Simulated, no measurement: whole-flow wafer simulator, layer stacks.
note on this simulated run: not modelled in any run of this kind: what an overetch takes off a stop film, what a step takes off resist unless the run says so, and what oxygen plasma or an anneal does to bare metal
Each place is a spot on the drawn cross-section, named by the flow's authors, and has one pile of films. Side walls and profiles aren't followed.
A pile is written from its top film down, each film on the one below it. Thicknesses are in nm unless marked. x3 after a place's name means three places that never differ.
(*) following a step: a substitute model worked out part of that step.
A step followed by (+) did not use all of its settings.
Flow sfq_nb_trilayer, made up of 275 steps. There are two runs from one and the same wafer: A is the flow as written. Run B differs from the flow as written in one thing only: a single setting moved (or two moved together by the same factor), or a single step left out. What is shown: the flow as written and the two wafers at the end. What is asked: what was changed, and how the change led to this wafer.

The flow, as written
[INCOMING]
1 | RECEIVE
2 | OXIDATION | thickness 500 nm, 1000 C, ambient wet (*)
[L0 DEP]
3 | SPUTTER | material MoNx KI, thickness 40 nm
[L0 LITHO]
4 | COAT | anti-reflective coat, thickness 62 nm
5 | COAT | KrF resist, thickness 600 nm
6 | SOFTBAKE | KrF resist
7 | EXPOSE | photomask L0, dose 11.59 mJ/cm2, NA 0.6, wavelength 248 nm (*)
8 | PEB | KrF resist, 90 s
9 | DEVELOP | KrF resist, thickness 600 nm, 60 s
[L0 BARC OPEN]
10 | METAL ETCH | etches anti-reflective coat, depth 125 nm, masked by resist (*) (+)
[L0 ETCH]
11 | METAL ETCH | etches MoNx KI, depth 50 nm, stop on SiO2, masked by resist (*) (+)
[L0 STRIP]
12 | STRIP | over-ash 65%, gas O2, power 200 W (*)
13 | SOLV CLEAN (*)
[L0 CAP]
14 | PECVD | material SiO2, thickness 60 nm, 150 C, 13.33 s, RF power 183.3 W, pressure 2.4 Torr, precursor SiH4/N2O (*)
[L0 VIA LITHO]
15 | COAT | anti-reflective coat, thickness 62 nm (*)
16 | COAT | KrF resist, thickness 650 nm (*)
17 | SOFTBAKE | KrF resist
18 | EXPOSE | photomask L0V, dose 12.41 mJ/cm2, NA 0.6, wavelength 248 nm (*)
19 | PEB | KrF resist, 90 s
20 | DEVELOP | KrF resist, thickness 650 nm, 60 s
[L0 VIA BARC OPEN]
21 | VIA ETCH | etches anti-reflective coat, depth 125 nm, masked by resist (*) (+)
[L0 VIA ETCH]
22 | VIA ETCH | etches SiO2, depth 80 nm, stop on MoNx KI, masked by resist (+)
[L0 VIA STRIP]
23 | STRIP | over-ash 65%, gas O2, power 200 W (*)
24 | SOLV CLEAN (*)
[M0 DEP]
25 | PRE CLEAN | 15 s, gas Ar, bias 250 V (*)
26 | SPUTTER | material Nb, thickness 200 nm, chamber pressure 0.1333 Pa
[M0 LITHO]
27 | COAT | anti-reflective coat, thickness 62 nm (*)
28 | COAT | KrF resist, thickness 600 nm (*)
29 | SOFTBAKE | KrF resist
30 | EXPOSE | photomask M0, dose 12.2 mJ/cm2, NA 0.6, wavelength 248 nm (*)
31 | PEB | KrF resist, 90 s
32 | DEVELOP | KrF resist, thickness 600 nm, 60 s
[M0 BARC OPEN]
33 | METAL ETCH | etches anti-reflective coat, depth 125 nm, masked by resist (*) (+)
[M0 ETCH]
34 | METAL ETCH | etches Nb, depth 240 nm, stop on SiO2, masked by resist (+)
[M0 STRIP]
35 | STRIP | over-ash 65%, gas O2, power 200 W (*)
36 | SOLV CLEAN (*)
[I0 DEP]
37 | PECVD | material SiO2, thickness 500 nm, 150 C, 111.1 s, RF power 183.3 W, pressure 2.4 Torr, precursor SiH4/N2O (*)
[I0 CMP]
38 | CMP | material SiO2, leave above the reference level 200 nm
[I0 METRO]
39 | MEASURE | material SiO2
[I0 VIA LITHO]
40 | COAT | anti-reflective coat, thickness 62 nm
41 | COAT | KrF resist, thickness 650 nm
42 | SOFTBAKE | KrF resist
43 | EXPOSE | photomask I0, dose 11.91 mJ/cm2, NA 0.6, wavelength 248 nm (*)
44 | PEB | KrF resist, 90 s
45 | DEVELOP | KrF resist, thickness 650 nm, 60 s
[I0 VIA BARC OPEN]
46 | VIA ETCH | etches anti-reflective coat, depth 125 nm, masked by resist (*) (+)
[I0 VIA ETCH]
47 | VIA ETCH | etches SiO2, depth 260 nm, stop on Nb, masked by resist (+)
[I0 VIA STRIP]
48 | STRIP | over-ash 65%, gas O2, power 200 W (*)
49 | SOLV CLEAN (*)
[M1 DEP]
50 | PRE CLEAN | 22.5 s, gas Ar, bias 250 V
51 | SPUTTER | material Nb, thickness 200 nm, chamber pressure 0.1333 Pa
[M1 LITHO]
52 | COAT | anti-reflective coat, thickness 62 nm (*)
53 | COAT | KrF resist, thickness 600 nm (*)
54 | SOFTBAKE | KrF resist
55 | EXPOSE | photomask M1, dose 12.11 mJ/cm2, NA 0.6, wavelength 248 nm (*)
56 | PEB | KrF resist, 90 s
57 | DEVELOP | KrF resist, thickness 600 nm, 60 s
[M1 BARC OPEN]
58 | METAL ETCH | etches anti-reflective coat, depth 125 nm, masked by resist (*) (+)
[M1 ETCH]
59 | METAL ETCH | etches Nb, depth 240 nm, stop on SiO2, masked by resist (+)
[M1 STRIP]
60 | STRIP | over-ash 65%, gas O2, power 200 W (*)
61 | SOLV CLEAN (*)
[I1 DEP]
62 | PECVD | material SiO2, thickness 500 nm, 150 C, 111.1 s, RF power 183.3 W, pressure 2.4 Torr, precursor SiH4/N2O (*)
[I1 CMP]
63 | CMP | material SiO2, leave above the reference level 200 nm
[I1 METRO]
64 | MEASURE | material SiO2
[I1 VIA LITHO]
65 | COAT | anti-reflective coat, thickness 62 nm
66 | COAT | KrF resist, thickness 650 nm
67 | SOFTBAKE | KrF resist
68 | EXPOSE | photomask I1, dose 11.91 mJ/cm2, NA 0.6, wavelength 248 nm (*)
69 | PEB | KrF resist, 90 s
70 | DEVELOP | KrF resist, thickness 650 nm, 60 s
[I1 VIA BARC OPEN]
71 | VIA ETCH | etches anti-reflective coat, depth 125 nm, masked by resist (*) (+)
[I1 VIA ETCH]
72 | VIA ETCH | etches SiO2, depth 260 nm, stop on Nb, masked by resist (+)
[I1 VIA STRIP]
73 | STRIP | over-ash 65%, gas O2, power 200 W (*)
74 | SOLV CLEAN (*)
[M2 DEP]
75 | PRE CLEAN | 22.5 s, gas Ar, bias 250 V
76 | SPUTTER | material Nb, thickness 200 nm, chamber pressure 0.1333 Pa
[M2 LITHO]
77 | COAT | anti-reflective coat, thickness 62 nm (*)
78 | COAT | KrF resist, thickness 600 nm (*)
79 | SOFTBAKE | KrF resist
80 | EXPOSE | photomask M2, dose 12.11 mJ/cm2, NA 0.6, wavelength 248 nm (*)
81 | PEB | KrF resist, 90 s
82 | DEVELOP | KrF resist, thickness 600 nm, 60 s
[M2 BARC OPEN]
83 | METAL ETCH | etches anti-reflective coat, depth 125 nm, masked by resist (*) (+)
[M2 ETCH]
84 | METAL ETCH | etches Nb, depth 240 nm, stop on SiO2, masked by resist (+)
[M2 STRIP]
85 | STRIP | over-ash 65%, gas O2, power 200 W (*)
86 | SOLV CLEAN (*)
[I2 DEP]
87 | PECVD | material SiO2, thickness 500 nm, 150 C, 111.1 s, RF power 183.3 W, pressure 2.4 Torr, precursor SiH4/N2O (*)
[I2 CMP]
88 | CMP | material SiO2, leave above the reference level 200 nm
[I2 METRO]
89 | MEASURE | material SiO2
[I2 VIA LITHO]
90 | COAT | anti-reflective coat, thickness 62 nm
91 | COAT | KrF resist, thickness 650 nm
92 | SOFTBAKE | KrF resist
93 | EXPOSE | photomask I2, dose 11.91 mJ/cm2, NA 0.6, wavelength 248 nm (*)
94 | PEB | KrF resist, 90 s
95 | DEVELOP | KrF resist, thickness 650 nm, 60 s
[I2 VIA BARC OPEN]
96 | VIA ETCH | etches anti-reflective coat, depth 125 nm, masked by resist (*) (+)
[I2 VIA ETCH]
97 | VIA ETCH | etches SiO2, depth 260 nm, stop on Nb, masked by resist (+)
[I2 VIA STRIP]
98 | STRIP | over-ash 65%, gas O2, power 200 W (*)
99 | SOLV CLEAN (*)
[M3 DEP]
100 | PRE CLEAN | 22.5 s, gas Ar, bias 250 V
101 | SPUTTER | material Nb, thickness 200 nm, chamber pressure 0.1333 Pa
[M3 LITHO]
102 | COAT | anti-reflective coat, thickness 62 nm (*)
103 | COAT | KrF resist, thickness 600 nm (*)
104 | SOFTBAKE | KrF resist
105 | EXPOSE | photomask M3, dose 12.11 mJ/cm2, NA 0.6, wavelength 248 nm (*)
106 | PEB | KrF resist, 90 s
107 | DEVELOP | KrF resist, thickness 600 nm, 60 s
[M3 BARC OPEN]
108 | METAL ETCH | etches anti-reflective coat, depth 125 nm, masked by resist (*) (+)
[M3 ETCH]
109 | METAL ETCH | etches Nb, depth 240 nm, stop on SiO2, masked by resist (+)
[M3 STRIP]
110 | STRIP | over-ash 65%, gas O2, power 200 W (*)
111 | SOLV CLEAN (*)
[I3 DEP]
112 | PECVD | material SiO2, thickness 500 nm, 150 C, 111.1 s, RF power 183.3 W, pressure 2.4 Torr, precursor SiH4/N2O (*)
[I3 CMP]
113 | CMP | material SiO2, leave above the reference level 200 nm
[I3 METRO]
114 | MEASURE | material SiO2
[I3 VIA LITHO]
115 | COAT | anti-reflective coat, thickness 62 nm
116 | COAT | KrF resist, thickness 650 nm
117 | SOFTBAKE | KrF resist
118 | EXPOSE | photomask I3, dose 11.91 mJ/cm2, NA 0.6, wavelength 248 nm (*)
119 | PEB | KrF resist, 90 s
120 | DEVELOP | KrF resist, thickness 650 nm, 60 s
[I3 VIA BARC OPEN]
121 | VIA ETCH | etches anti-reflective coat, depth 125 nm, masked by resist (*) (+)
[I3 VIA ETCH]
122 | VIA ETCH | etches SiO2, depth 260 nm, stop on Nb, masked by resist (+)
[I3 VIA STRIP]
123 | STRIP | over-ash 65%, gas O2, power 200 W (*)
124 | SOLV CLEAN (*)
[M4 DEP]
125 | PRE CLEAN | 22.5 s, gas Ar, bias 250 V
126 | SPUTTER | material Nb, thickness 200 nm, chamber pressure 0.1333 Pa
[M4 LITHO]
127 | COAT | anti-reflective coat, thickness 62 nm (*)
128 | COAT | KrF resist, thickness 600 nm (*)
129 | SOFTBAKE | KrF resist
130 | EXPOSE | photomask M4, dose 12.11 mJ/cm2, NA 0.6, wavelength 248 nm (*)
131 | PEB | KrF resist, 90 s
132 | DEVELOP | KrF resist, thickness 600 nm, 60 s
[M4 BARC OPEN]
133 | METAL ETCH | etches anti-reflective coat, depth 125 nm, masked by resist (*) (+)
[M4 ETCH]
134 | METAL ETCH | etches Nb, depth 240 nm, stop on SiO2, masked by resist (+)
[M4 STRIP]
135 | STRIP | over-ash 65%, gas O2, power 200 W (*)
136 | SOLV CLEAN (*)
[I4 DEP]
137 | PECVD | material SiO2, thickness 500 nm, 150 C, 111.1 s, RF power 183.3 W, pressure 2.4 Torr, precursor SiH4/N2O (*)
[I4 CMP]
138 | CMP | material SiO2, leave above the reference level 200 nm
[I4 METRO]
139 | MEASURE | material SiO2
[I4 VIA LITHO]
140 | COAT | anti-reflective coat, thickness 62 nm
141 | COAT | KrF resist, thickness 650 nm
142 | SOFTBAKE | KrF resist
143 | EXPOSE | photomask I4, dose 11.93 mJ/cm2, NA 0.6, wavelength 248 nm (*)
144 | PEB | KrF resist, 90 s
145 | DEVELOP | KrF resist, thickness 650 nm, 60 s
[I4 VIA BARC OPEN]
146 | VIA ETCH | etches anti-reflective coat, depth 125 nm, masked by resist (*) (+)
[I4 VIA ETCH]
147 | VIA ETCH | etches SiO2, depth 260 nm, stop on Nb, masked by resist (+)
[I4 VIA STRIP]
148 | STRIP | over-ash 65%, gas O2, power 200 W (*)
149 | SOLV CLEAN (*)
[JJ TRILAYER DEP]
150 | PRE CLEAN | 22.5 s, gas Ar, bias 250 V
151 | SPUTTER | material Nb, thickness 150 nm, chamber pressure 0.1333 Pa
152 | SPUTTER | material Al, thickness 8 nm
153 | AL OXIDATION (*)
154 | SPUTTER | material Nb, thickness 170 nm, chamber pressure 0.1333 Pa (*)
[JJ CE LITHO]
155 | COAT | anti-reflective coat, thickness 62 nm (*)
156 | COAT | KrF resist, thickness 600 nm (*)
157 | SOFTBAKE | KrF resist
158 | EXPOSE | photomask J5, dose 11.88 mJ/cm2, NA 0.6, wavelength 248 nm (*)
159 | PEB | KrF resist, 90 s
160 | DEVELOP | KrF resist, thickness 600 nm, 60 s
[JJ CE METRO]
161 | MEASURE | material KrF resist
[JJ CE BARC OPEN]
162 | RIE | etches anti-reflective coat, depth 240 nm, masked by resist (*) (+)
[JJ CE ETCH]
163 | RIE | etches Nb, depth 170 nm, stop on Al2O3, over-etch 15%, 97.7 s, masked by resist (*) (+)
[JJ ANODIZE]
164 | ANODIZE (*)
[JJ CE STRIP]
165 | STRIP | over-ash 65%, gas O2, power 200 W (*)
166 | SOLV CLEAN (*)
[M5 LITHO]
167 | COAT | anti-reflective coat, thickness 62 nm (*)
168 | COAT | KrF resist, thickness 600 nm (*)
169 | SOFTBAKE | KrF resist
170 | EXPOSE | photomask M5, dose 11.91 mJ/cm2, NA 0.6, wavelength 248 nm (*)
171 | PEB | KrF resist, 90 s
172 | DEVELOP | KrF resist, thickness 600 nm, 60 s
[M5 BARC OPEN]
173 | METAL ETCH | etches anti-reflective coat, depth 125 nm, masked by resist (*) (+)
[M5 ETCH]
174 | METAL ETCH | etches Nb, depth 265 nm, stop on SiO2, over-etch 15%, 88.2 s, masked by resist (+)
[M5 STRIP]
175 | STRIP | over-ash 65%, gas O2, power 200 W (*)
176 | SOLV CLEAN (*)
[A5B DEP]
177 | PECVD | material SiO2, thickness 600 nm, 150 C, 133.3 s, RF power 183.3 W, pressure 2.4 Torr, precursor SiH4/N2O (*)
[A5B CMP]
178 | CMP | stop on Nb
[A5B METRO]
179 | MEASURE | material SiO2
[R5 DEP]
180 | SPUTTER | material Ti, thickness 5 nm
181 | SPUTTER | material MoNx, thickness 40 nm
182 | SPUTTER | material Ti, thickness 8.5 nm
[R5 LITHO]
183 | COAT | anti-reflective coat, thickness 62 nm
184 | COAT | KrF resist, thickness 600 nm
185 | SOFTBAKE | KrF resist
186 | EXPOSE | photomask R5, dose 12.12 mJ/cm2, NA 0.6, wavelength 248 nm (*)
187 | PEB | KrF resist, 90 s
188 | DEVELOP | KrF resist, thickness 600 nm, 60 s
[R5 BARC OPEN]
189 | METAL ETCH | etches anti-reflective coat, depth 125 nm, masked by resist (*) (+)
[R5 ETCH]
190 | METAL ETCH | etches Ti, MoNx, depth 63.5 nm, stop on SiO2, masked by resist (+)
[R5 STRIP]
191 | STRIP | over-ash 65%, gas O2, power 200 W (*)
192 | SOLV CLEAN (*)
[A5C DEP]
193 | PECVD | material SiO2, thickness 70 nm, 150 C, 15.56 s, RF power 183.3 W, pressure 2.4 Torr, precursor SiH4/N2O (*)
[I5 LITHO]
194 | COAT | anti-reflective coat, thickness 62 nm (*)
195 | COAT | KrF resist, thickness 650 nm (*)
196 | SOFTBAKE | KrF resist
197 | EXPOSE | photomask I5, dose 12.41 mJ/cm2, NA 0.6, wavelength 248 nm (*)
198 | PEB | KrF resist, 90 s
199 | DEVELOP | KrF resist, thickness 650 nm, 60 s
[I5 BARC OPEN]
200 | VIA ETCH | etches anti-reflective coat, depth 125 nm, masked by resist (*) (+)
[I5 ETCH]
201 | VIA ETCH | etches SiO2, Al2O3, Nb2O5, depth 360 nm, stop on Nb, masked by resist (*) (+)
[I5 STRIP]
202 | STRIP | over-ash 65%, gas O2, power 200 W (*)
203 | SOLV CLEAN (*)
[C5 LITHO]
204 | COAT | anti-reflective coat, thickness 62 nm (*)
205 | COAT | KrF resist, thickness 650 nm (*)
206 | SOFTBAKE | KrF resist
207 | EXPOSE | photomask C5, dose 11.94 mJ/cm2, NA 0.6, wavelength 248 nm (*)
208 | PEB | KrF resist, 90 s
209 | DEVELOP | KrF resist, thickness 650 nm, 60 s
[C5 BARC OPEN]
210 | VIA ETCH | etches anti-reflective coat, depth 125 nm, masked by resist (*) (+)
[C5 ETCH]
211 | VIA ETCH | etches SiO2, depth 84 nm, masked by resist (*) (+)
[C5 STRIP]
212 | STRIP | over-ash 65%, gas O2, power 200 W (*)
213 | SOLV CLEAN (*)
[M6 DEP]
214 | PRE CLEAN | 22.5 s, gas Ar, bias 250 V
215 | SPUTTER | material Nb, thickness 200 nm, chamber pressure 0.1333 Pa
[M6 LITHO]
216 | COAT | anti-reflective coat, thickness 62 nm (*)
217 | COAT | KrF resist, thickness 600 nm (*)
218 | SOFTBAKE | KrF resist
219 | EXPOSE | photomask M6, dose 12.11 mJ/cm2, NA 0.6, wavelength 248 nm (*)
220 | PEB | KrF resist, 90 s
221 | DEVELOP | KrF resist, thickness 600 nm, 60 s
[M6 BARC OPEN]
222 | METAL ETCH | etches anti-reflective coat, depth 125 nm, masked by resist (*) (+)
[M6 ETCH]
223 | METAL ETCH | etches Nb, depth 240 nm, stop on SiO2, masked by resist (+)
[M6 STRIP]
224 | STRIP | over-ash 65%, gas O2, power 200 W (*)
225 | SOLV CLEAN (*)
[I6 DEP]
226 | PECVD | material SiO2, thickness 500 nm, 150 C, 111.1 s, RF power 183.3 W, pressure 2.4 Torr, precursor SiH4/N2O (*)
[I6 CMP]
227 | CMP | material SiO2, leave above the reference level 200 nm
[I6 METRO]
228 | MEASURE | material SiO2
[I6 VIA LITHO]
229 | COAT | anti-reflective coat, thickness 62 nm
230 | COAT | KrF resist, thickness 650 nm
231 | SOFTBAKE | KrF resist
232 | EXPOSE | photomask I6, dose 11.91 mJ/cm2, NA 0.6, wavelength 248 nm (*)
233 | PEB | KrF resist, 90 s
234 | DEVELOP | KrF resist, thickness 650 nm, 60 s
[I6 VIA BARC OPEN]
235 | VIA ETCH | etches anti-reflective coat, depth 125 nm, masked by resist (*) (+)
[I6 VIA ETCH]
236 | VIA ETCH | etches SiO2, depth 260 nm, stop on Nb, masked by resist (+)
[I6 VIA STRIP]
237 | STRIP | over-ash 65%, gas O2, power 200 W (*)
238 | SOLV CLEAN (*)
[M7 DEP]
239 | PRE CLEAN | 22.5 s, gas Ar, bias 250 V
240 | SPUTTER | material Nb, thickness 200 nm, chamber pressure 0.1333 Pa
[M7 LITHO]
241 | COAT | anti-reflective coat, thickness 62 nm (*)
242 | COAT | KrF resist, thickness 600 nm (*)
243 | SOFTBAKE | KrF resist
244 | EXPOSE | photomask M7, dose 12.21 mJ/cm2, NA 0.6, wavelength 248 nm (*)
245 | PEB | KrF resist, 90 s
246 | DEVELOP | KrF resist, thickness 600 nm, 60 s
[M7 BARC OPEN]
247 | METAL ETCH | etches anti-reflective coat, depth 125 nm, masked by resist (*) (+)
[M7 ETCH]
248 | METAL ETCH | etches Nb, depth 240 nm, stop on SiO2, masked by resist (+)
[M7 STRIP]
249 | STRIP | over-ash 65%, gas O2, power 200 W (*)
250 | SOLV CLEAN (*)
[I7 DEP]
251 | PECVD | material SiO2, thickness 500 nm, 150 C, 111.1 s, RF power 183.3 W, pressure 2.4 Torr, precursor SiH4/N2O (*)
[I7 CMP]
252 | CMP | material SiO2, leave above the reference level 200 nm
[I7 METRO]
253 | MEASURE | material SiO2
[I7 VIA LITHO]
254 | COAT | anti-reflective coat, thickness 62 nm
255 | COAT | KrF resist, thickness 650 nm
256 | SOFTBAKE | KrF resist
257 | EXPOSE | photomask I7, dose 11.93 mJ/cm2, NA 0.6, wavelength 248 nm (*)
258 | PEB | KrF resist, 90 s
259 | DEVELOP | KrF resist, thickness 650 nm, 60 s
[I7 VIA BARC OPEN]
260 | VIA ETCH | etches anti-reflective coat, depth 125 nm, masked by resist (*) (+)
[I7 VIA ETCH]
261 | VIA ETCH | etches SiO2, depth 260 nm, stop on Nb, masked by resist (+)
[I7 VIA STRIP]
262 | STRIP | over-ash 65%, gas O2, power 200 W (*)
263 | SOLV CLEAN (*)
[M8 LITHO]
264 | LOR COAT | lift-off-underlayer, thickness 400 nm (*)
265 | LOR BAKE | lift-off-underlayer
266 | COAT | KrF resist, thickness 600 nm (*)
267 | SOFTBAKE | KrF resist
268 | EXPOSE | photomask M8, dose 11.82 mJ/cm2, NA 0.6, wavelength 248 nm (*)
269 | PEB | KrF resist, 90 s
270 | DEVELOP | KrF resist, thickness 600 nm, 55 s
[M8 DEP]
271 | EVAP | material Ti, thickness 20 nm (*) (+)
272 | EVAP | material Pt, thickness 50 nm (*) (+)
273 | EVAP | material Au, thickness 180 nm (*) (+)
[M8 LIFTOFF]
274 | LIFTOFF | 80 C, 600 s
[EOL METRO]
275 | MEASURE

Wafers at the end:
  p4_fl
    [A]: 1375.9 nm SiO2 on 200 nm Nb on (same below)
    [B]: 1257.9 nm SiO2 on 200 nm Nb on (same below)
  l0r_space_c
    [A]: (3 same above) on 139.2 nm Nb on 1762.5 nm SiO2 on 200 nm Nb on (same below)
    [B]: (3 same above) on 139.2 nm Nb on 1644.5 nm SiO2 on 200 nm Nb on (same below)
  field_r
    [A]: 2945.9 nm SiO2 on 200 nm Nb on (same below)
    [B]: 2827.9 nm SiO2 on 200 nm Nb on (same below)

Cause: step 138, CMP: leave above the reference level 82 nm was run, though the flow has leave above the reference level 200 nm.

Step by step, how the change led to this:
  138 | CMP | material SiO2, leave above the reference level 200 nm
      field_l, be, be_sur and 55 more: A SiO2 loses 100 | B SiO2 loses 218
      v_sur, via_wl, via_w and 35 more: A SiO2 loses 300 | B SiO2 loses 418
      (also at 10 further places)
  147 | VIA ETCH | etches SiO2, depth 260 nm, stop on Nb, masked by resist (+)
      field_l, v_sur, via_sp and 100 more: A KrF resist loses 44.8 | B KrF resist loses 21.2
      via_wl, via_w, via_wr: A SiO2 loses 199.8 (all of it) | B SiO2 loses 81.8 (all of it)
  148 | STRIP | over-ash 65%, gas O2, power 200 W (*)
      field_l, v_sur, via_sp and 100 more: A KrF resist loses 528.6 (all of it), anti-reflective coat loses 62 (all of it) | B KrF resist loses 552.3 (all of it), anti-reflective coat loses 62 (all of it)
  151 | SPUTTER | material Nb, thickness 150 nm, chamber pressure 0.1333 Pa
      via_w: A Nb gains 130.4 | B Nb gains 149.3
  152 | SPUTTER | material Al, thickness 8 nm
      via_wl, via_wr: A Al gains 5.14 (new film) | B Al gains 6.43 (new film)
      via_w: A Al gains 7.12 (new film) | B Al gains 7.94 (new film)
  154 | SPUTTER | material Nb, thickness 170 nm, chamber pressure 0.1333 Pa (*)
      via_wl, via_wr: A Nb gains 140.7 (new film) | B Nb gains 132.7 (new film)
      via_w: A Nb gains 141 (new film) | B Nb gains 169.2 (new film)
  155 | COAT | anti-reflective coat, thickness 62 nm (*)
      via_wl, via_wr: A anti-reflective coat gains 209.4 (new film) | B anti-reflective coat gains 161.3 (new film)
      v_sur: A anti-reflective coat gains 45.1 (new film) | B anti-reflective coat gains 52 (new film)
      (also at 2 further places)
  156 | COAT | KrF resist, thickness 600 nm (*)
      via_wl: A KrF resist gains 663 (new film) | B KrF resist gains 624.5 (new film)
      via_w: A KrF resist gains 763.8 (new film) | B KrF resist gains 645.8 (new film)
      (also at 1 further place)
  160 | DEVELOP | KrF resist, thickness 600 nm, 60 s
      via_wl: A KrF resist loses 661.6 (all of it) | B KrF resist loses 623.2 (all of it)
      via_w: A KrF resist loses 762.1 (all of it) | B KrF resist loses 644.4 (all of it)
      (also at 1 further place)
  162 | RIE | etches anti-reflective coat, depth 240 nm, masked by resist (*) (+)
      ce_l, c5j, ce_r, wl_jj: A KrF resist loses 209.4 | B KrF resist loses 161.3
      via_wl, via_wr: A anti-reflective coat loses 209.4 (all of it) | B anti-reflective coat loses 161.3 (all of it)
      (also at 3 further places)
  163 | RIE | etches Nb, depth 170 nm, stop on Al2O3, over-etch 15%, 97.7 s, masked by resist (*) (+)
      via_w: A Nb loses 141 (all of it), Al2O3 loses 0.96 (all of it) | B Nb loses 169.2 (all of it), Al2O3 loses 0.53
      via_wl, via_wr: A Nb loses 140.7 (all of it), Al2O3 loses 0.96 (all of it) | B Nb loses 132.7 (all of it), Al2O3 loses 0.96 (all of it)
  164 | ANODIZE (*)
      via_w: A Al2O3 gains 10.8 (new film), Nb2O5 gains 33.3 (new film), Al loses 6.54 (all of it), Nb loses 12 | B Al2O3 gains 12.1, Nb2O5 gains 30.2 (new film), Al loses 7.36 (all of it), Nb loses 10.9
      via_wl, via_wr: A Al2O3 gains 7.52 (new film), Nb2O5 gains 39.2 (new film), Al loses 4.56 (all of it), Nb loses 14.1 | B Al2O3 gains 9.66 (new film), Nb2O5 gains 35.4 (new film), Al loses 5.85 (all of it), Nb loses 12.7
  165 | STRIP | over-ash 65%, gas O2, power 200 W (*)
      c5j, ce_r: A KrF resist loses 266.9 (all of it), anti-reflective coat loses 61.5 (all of it) | B KrF resist loses 315.8 (all of it), anti-reflective coat loses 61.8 (all of it)
      ce_l: A KrF resist loses 266.8 (all of it), anti-reflective coat loses 61.4 (all of it) | B KrF resist loses 315.8 (all of it), anti-reflective coat loses 61.8 (all of it)
      (also at 1 further place)
  167 | COAT | anti-reflective coat, thickness 62 nm (*)
      v_sur: A anti-reflective coat gains 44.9 (new film) | B anti-reflective coat gains 48.8 (new film)
      via_wl: A anti-reflective coat gains 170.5 (new film) | B anti-reflective coat gains 105.5 (new film)
      (also at 3 further places)
  168 | COAT | KrF resist, thickness 600 nm (*)
      v_sur: A KrF resist gains 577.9 (new film) | B KrF resist gains 596.7 (new film)
      via_wl: A KrF resist gains 656 (new film) | B KrF resist gains 632.7 (new film)
      (also at 3 further places)
  175 | STRIP | over-ash 65%, gas O2, power 200 W (*)
      v_sur: A KrF resist loses 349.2 (all of it), anti-reflective coat loses 44.9 (all of it) | B KrF resist loses 367.9 (all of it), anti-reflective coat loses 48.8 (all of it)
      via_wl: A KrF resist loses 427 (all of it), anti-reflective coat loses 170.5 (all of it) | B KrF resist loses 403.7 (all of it), anti-reflective coat loses 105.5 (all of it)
      (also at 3 further places)
  178 | CMP | stop on Nb
      via_wl, via_wr: A SiO2 loses 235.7 | B SiO2 loses 367.2
      via_w: A SiO2 loses 235.2 | B SiO2 loses 371.9
